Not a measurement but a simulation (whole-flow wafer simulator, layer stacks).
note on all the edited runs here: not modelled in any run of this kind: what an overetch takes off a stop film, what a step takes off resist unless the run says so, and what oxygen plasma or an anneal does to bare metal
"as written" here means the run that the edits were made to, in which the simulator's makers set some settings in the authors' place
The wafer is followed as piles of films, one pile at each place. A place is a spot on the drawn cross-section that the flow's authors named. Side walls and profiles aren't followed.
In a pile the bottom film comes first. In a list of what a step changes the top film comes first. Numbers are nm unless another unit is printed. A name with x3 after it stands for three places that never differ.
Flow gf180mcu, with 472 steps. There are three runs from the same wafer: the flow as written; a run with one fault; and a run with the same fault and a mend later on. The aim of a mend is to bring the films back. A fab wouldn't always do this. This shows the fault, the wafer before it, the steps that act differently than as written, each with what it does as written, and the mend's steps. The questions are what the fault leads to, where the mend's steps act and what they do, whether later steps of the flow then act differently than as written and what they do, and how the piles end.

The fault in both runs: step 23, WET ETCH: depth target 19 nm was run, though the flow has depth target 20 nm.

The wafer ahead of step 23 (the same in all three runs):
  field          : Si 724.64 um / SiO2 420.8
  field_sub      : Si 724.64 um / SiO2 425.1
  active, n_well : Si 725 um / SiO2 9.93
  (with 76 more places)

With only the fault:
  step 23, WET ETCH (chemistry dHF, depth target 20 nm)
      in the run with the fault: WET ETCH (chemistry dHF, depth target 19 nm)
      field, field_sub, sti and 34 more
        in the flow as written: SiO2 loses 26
        in the run with the fault: SiO2 loses 24.7
  Steps later in the flow that act otherwise than as written (not shown: 103 more steps that differ only slightly, by at most 2% or 0.5 nm, whichever is larger):
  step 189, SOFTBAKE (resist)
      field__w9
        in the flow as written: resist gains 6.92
        in the run with the fault: resist loses 3.07
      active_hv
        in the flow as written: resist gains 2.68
        in the run with the fault: resist loses 0.52
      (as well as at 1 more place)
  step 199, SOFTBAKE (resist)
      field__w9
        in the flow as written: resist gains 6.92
        in the run with the fault: resist loses 3.07
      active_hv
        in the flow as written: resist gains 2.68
        in the run with the fault: resist loses 0.52
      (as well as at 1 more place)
  The piles end only slightly different from the flow's at the places that both follow, by no more than 2% or 0.5 nm, whichever is larger.

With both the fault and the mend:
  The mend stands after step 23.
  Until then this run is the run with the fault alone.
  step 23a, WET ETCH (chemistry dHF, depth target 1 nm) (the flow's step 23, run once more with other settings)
      field, field_sub, sti and 34 more
        SiO2 loses 1
  None of the later steps of the flow differs from how it acts as written, at any place that is followed, by more than 2% or 0.5 nm, whichever is larger.
  The piles end only slightly different from the flow's at the places that both follow, by no more than 2% or 0.5 nm, whichever is larger.
